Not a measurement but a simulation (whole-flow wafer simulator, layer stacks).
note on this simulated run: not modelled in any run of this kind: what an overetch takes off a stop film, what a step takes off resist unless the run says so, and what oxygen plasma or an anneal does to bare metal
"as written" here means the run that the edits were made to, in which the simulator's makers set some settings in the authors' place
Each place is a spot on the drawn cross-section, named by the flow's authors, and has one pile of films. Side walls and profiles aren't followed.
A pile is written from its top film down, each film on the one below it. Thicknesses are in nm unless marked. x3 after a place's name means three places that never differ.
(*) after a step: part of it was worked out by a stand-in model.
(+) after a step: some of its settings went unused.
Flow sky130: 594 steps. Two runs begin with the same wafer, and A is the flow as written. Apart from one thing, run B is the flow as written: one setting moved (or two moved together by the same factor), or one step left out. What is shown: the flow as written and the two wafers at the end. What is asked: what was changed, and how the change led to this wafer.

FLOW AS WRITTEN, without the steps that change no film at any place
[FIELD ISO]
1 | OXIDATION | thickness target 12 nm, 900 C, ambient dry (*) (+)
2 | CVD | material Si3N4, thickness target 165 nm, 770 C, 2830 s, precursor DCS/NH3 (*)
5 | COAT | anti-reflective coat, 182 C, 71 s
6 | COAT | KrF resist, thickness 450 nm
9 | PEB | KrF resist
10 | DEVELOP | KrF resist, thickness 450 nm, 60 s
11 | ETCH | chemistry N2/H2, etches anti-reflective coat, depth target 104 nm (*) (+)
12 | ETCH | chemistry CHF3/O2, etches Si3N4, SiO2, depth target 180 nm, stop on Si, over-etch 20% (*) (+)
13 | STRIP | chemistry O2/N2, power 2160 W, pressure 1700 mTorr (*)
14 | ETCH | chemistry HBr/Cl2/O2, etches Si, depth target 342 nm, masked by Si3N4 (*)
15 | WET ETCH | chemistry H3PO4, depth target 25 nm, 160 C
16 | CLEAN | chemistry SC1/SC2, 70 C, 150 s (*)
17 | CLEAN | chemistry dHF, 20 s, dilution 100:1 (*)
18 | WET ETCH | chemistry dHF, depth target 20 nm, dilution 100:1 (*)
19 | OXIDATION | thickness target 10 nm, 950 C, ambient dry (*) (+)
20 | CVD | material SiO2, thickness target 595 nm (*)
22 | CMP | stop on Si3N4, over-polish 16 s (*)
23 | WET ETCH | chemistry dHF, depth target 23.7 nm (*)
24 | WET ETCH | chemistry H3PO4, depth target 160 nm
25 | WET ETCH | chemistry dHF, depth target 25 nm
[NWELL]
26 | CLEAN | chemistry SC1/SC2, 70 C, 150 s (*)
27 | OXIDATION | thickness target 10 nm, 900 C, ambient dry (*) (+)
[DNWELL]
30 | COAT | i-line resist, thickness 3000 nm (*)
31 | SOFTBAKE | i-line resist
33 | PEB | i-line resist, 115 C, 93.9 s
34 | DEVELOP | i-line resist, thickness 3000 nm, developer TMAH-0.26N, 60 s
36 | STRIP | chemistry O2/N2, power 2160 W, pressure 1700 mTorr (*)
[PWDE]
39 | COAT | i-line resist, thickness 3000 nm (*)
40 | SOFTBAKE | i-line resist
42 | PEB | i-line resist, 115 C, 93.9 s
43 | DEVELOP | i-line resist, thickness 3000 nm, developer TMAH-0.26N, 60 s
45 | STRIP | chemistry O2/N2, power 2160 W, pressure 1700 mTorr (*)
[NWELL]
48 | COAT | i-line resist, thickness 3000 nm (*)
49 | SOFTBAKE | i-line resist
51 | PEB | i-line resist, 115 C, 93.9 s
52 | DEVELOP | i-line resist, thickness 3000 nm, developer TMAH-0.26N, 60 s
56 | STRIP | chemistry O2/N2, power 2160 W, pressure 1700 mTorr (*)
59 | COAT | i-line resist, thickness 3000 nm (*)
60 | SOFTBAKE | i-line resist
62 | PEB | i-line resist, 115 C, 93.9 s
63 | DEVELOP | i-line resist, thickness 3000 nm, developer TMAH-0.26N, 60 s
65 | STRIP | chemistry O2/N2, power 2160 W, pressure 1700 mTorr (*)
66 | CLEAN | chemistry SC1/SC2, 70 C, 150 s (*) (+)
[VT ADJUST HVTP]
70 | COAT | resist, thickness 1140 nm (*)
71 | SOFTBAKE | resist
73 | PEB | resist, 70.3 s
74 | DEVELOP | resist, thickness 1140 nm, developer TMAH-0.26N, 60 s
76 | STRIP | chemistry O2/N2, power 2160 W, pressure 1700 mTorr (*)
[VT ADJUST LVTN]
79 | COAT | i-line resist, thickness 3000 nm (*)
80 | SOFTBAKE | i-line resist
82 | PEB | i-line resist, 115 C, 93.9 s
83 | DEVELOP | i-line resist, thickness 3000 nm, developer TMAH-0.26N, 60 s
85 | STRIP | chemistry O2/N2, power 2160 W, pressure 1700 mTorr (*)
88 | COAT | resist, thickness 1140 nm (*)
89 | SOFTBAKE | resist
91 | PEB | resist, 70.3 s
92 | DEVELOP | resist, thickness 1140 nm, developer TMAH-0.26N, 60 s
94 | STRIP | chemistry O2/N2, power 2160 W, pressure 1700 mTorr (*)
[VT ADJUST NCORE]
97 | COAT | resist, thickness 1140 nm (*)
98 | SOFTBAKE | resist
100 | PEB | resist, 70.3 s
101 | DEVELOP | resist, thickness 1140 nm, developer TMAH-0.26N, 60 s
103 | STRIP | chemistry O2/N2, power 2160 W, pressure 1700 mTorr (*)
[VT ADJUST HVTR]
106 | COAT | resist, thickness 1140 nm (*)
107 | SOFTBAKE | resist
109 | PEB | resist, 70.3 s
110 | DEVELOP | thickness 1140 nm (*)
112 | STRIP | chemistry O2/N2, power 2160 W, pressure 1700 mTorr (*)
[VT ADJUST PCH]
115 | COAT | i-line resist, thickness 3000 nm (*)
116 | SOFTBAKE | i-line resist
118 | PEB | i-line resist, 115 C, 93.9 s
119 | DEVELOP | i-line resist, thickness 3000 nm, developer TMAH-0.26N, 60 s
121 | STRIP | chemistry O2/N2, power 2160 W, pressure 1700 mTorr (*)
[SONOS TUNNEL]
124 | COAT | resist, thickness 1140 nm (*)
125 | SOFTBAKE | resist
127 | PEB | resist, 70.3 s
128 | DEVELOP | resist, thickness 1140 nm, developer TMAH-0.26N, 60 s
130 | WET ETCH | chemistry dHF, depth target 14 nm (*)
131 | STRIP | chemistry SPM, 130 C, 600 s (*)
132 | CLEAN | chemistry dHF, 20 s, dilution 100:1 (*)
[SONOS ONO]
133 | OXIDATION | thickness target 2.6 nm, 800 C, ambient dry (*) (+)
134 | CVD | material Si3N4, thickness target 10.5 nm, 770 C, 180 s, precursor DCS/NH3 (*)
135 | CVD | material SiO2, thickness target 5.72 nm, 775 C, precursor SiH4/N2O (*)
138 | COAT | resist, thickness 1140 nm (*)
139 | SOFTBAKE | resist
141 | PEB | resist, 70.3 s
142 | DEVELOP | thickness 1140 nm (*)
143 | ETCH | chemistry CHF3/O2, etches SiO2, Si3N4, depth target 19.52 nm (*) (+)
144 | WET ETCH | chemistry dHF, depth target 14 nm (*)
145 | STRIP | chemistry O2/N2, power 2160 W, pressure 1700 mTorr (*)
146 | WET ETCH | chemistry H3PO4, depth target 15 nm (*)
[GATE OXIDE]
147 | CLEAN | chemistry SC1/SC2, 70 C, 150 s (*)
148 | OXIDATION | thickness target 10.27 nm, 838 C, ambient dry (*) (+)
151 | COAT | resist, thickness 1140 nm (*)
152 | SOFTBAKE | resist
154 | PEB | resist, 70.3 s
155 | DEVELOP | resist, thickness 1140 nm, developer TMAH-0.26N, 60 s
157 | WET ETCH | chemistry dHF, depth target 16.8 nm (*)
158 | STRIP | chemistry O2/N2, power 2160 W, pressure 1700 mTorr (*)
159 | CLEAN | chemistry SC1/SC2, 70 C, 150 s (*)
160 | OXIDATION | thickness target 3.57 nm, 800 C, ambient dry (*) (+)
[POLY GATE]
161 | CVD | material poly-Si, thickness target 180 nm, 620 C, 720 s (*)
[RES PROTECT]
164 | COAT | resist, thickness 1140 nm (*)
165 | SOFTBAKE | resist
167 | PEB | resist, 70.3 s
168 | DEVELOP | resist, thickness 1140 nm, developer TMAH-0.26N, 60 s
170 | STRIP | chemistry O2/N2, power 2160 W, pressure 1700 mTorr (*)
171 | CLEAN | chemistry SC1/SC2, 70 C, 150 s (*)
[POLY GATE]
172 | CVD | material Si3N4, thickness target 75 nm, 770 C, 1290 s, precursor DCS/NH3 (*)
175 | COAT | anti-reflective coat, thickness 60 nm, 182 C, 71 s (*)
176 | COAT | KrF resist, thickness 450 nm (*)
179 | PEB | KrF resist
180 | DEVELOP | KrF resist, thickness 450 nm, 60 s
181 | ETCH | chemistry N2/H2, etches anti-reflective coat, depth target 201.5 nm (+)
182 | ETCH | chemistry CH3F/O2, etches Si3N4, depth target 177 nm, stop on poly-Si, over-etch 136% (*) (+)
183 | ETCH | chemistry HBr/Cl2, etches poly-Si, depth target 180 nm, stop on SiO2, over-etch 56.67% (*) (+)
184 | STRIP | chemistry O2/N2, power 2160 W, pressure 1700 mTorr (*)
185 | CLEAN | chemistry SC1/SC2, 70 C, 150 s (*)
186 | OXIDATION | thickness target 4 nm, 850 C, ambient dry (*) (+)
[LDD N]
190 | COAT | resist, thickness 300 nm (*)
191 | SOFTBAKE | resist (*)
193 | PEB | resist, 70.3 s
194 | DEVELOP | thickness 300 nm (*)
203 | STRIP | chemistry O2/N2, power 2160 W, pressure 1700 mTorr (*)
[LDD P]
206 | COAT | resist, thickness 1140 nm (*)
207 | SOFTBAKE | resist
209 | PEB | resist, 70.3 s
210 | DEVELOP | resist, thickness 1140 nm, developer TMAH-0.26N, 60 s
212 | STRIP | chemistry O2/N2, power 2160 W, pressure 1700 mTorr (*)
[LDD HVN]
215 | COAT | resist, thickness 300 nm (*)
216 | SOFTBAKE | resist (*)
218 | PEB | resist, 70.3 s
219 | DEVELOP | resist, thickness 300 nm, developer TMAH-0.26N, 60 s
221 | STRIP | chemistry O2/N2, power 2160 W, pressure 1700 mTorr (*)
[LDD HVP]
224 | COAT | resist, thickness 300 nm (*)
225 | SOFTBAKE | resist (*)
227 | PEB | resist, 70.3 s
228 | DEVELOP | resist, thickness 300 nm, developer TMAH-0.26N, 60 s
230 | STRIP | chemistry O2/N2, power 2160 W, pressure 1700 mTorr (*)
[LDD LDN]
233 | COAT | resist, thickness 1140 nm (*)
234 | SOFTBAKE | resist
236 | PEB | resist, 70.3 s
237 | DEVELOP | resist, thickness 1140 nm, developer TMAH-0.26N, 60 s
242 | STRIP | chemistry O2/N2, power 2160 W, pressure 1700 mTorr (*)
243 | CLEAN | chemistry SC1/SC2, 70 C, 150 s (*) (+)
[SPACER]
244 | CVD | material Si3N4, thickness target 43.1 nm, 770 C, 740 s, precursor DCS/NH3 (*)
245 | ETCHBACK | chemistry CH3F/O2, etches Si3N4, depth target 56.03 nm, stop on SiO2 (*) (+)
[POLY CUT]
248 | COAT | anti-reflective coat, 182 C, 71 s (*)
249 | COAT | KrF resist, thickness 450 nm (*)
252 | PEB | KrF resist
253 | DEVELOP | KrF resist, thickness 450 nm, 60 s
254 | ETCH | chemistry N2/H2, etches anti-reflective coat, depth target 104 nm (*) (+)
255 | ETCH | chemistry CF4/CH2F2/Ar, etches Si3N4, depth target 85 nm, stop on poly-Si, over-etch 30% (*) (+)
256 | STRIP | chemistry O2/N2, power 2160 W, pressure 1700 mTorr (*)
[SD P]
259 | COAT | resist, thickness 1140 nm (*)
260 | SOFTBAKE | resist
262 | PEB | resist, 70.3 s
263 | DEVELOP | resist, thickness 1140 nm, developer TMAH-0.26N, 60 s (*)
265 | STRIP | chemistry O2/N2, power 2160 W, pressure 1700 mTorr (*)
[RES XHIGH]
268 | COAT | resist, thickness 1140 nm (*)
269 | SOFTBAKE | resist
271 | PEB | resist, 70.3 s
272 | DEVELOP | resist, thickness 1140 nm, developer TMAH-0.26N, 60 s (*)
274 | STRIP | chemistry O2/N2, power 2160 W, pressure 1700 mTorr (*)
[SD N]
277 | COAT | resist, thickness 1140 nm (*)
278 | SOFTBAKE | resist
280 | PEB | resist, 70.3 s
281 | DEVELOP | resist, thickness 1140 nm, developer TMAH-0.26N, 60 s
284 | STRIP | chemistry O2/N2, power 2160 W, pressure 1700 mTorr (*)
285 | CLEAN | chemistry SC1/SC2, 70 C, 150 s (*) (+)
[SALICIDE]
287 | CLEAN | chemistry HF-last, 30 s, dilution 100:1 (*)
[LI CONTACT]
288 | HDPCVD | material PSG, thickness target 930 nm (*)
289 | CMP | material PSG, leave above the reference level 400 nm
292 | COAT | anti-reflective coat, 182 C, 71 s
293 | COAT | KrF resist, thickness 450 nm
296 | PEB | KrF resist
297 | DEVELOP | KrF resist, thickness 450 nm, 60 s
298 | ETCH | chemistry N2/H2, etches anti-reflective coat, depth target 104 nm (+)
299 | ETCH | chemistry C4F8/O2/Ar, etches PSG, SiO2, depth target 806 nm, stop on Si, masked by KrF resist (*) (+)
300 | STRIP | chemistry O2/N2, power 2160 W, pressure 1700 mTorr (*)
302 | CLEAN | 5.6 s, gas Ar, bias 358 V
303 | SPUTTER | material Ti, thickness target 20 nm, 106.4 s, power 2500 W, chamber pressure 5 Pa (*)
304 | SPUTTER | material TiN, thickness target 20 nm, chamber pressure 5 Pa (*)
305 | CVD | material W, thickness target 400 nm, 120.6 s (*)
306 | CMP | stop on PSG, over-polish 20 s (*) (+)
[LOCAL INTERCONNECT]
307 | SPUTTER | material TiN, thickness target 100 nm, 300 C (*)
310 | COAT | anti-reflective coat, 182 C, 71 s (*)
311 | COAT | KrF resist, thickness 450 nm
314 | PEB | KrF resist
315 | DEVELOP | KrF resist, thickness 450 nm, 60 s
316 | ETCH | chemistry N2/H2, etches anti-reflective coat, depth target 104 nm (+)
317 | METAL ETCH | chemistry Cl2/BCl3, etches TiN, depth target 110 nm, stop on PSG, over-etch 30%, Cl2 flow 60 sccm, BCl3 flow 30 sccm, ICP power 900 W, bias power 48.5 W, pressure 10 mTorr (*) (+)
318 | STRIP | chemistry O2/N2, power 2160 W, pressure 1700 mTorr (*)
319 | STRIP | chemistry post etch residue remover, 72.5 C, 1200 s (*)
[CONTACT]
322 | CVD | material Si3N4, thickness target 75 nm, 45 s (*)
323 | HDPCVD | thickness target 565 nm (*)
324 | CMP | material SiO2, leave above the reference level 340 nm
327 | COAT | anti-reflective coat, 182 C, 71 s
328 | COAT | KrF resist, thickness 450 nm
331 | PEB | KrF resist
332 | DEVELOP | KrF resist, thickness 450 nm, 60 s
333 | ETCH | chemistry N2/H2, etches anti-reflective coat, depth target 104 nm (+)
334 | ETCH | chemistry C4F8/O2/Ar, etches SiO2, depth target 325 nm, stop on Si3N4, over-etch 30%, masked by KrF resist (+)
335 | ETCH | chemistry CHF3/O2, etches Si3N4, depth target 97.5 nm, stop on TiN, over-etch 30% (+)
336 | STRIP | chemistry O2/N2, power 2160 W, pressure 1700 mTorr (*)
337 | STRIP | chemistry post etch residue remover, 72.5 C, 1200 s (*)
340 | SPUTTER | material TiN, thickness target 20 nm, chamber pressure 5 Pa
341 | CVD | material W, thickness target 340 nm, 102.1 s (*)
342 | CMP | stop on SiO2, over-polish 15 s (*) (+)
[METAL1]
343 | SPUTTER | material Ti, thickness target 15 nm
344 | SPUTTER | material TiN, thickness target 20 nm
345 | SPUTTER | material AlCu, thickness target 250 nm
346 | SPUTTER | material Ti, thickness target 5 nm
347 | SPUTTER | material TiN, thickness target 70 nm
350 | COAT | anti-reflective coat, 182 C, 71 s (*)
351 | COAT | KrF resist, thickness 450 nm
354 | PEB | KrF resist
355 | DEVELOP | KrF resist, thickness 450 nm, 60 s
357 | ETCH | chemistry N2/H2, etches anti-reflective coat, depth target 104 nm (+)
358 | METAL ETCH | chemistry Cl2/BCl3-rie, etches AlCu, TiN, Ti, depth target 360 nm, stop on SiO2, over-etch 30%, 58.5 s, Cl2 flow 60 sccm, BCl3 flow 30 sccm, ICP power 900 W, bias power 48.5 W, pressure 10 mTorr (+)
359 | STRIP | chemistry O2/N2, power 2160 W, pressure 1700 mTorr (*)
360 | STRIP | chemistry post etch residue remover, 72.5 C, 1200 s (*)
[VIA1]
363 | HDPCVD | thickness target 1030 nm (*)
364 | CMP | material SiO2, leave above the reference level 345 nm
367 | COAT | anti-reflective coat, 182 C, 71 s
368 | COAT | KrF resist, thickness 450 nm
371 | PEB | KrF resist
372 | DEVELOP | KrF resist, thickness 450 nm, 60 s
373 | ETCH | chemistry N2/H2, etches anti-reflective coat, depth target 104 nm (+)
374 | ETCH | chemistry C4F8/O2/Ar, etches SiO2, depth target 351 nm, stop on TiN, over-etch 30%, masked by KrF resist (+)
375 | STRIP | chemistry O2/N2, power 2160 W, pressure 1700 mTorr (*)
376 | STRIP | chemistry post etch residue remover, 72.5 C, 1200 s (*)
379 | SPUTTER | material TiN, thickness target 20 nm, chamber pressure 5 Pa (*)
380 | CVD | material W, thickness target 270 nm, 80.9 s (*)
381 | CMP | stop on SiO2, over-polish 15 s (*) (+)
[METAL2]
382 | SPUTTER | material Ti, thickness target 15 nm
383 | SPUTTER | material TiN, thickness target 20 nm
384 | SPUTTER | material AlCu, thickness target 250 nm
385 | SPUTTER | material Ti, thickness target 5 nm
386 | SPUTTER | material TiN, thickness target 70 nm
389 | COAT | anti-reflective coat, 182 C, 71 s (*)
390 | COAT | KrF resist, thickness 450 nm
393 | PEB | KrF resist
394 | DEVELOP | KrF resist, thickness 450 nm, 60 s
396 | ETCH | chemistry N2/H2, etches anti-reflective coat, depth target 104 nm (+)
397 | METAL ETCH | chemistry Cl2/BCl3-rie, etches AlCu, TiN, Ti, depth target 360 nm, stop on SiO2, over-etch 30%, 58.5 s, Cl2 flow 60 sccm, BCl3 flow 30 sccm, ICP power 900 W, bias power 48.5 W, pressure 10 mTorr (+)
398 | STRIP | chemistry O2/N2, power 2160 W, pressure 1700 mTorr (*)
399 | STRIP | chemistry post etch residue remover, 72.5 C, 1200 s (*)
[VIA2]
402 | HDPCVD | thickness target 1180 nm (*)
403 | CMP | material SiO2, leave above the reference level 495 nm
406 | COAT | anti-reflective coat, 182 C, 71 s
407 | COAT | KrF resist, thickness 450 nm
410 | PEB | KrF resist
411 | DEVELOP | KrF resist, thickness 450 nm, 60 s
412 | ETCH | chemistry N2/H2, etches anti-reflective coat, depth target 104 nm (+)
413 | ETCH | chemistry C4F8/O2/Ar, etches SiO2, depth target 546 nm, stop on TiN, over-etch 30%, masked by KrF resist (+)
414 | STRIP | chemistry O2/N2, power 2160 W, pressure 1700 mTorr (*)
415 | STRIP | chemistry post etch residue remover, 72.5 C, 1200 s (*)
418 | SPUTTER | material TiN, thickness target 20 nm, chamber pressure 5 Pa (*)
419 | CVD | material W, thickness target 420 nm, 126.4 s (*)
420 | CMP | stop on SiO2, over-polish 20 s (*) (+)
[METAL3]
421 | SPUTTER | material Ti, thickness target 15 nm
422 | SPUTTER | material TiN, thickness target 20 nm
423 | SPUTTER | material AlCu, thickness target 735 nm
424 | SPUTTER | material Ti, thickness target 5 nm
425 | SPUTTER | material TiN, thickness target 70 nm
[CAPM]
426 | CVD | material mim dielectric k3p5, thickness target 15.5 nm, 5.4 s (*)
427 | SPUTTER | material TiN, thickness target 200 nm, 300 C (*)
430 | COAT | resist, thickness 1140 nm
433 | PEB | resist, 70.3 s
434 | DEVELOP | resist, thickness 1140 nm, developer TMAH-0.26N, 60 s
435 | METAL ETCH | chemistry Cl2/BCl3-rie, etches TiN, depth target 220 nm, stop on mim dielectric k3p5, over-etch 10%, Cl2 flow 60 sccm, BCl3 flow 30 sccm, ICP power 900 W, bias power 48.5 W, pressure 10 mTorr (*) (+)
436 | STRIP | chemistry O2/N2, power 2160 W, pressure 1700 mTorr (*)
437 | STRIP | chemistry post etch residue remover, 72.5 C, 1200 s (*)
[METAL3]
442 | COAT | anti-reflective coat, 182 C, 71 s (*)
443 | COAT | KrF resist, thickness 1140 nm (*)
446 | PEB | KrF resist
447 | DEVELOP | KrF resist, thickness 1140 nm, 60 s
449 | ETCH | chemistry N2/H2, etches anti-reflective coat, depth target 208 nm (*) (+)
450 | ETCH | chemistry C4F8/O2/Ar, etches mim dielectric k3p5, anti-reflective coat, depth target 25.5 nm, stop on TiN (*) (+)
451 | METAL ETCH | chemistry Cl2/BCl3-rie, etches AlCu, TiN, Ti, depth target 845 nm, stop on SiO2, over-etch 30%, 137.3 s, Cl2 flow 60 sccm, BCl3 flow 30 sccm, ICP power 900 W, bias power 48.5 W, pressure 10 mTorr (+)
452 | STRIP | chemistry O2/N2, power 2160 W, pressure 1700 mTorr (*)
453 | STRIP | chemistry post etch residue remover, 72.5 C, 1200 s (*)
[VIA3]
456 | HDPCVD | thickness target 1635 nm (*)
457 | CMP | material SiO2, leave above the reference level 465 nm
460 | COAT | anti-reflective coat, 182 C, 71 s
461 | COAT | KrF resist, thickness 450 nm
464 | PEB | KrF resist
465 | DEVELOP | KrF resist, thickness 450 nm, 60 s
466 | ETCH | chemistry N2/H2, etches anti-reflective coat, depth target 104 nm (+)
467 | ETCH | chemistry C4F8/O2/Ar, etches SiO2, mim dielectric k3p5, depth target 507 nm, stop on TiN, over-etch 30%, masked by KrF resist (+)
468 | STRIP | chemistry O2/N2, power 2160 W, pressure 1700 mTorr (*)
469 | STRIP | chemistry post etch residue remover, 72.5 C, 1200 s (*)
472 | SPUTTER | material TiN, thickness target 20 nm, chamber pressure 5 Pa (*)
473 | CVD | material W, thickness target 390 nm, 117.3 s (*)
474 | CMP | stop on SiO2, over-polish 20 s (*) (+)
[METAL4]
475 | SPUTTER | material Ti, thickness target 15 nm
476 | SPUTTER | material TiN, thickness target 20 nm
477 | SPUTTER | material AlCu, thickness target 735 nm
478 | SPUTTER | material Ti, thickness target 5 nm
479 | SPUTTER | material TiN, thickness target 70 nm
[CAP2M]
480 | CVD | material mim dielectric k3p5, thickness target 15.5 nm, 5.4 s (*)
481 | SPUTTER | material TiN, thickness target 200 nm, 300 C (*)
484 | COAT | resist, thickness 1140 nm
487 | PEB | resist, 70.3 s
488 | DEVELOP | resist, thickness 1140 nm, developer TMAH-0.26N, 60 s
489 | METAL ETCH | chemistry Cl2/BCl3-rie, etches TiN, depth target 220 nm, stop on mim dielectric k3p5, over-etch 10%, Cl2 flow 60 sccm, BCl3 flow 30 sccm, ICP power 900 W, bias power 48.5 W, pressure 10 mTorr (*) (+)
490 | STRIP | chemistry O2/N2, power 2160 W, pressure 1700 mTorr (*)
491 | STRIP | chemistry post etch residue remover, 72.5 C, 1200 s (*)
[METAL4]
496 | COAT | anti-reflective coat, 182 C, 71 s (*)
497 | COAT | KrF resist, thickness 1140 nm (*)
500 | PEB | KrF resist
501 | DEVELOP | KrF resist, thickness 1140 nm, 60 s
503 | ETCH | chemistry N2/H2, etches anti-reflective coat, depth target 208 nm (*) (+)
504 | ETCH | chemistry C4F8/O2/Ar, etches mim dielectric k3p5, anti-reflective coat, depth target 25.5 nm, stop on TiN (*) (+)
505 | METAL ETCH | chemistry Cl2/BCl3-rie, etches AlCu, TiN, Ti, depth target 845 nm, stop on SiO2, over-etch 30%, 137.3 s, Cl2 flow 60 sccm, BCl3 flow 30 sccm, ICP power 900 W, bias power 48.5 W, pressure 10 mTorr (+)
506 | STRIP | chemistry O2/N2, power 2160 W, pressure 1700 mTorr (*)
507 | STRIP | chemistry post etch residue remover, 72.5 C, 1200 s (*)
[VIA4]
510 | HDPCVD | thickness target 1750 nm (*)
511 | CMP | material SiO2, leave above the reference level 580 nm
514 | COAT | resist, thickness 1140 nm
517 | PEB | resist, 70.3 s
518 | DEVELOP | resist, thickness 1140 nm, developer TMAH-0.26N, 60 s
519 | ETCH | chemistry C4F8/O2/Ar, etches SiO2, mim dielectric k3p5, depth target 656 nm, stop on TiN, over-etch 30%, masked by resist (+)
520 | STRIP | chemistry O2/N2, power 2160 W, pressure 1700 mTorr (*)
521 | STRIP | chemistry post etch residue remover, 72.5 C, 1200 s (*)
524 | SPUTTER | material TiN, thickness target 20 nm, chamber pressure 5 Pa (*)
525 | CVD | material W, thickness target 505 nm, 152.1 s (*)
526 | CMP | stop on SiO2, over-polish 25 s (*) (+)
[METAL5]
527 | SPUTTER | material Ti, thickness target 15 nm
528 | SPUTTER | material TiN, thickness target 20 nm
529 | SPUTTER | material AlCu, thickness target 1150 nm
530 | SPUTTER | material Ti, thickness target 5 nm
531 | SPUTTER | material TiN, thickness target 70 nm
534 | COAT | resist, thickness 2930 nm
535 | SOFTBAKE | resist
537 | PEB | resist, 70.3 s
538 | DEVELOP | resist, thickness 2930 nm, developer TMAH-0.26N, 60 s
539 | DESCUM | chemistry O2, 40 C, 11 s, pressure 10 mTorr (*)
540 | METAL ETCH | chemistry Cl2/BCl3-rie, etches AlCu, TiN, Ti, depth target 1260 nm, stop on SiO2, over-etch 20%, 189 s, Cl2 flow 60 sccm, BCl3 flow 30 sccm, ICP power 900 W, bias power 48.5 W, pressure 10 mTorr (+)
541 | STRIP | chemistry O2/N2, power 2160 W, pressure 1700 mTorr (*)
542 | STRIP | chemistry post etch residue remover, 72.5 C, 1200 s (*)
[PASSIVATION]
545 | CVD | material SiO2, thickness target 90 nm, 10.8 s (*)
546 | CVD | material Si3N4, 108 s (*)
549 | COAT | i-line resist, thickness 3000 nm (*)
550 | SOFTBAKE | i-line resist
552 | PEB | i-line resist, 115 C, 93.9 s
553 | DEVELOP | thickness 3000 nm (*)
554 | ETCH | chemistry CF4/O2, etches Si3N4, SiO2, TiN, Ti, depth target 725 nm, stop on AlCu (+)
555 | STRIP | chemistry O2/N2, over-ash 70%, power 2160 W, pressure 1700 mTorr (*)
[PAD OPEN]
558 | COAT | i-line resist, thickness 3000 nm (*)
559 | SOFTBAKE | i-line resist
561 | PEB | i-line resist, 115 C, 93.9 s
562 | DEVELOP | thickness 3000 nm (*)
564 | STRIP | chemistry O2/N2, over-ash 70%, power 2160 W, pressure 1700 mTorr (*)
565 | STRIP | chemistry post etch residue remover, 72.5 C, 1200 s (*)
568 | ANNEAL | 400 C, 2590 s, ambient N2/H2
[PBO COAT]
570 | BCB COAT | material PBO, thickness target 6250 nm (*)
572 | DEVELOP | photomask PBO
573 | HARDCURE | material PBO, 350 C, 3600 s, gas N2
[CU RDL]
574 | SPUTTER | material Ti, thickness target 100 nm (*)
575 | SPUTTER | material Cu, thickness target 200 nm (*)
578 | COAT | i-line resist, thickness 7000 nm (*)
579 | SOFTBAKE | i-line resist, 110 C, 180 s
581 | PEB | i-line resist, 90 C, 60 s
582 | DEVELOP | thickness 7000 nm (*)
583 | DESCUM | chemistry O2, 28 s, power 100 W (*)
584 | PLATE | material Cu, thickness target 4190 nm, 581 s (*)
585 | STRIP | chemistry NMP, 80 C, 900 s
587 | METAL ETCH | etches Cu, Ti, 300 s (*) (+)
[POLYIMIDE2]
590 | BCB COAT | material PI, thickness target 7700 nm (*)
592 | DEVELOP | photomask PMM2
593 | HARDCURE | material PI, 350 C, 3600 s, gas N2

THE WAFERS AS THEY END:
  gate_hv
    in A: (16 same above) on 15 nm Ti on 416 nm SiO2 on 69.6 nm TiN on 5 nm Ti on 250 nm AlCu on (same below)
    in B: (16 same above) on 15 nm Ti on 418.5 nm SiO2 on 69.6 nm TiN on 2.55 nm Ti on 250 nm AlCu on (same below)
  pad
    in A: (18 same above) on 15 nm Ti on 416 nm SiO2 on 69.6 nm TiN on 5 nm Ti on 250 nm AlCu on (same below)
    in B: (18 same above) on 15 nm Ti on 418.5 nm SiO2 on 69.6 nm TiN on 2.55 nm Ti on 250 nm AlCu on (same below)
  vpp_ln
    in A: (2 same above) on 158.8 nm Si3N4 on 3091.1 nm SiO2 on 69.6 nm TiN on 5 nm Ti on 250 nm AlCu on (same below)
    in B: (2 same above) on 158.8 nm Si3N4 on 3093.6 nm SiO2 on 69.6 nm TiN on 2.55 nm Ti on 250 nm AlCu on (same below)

The reason: step 385, SPUTTER: thickness target 2.55 nm was run, while the flow as written has thickness target 5 nm.
One can read it off the wafer: gate_hv has Ti 2.55, and step 385 as written asks for 5 nm.

Step by step, how the change led to this:
  385 | SPUTTER | material Ti, thickness target 5 nm
      field, active, n_well and 188 more: A +5 Ti (new film) | B +2.55 Ti (new film)
  397 | METAL ETCH | chemistry Cl2/BCl3-rie, etches AlCu, TiN, Ti, depth target 360 nm, stop on SiO2, over-etch 30%, 58.5 s, Cl2 flow 60 sccm, BCl3 flow 30 sccm, ICP power 900 W, bias power 48.5 W, pressure 10 mTorr (+)
      field, active, gate and 82 more: A -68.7 TiN (all of it), -5 Ti (all of it), -250 AlCu (all of it), -20 TiN (all of it), -15 Ti (all of it), -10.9 SiO2 | B -68.7 TiN (all of it), -2.55 Ti (all of it), -250 AlCu (all of it), -20 TiN (all of it), -15 Ti (all of it), -11.2 SiO2
